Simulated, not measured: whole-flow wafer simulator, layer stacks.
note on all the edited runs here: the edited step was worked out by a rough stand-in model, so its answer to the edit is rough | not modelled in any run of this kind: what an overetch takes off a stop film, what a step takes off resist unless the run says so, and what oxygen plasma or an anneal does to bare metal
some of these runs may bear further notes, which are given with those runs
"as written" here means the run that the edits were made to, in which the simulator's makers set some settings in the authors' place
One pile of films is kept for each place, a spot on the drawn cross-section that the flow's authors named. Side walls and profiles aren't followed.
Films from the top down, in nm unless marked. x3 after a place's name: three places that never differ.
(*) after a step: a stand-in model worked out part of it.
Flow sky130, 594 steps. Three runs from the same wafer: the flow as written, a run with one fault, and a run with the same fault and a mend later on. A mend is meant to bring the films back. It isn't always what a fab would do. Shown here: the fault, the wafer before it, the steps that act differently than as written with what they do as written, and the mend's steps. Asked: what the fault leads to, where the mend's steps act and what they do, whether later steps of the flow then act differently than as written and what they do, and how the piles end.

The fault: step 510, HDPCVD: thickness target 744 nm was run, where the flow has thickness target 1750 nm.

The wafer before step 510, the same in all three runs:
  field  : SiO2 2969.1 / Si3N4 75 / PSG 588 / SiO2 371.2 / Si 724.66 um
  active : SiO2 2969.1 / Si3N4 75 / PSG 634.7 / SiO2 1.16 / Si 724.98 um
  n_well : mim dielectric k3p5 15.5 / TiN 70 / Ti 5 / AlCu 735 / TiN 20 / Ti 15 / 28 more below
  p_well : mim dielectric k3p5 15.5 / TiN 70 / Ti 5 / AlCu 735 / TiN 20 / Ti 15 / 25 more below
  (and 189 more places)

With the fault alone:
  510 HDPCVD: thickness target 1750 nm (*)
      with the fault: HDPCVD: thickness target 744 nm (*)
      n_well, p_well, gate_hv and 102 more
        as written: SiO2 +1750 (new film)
        with the fault: SiO2 +744 (new film)
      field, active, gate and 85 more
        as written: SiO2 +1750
        with the fault: SiO2 +744
  Later steps of the flow that act differently than as written (12 more steps differ only slightly, by at most 2% or 0.5 nm, whichever is larger, and aren't shown):
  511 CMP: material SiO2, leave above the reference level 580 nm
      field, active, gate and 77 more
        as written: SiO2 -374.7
        with the fault: nothing
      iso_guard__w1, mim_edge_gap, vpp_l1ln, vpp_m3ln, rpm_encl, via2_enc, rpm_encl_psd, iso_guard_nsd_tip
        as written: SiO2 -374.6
        with the fault: nothing
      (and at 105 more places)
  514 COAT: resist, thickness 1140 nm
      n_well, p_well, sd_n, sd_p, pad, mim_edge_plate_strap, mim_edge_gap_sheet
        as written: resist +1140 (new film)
        with the fault: resist +512.5 (new film)
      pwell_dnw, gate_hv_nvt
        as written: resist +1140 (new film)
        with the fault: resist +827 (new film)
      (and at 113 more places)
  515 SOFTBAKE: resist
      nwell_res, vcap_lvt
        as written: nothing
        with the fault: resist -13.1
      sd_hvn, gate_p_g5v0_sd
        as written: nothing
        with the fault: resist -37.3
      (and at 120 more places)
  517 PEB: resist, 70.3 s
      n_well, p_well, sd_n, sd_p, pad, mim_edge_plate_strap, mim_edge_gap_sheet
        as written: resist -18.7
        with the fault: resist -6.95
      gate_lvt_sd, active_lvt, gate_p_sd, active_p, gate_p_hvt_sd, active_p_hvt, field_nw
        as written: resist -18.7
        with the fault: resist -20.6
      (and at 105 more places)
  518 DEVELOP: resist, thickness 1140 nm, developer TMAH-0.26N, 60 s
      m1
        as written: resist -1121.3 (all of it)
        with the fault: resist -712.2 (all of it)
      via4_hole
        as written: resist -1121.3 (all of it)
        with the fault: resist -672.1 (all of it)
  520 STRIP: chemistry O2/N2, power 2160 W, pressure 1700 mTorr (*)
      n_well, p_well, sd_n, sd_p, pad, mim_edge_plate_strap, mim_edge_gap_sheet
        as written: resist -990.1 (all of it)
        with the fault: resist -374.3 (all of it)
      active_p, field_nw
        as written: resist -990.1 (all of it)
        with the fault: resist -1076.2 (all of it)
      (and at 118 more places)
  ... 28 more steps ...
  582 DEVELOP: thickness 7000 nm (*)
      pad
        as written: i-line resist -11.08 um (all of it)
        with the fault: i-line resist -11.01 um (all of it)
  At the end the piles differ from the flow's by more than 2% or 0.5 nm, whichever is larger, at field, active, gate and 84 more.
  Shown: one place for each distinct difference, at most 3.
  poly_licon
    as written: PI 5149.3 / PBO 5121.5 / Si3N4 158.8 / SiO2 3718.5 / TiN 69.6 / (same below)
    with the fault: PI 5152.4 / PBO 5132.1 / Si3N4 158.8 / SiO2 125.2 / W 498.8 / TiN 20 / SiO2 2992.6 / TiN 69.6 / (same below)
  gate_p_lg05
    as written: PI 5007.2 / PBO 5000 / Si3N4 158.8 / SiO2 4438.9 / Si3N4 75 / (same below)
    with the fault: PI 5018.8 / PBO 5000 / Si3N4 158.8 / SiO2 125.2 / W 498.8 / TiN 20 / SiO2 3713.1 / Si3N4 75 / (same below)
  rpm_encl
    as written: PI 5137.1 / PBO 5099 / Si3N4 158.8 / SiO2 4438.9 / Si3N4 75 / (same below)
    with the fault: PI 5142.1 / PBO 5107.4 / Si3N4 158.8 / SiO2 125.2 / W 498.8 / TiN 20 / SiO2 3713.1 / Si3N4 75 / (same below)

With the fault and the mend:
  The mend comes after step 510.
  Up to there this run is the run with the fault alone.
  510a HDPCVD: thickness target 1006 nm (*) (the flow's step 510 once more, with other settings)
      field, active, n_well and 190 more
        SiO2 +1006
  No later step of the flow acts differently than as written at any place that is followed.
  At the end the piles are the same as the flow's at every place that both follow.
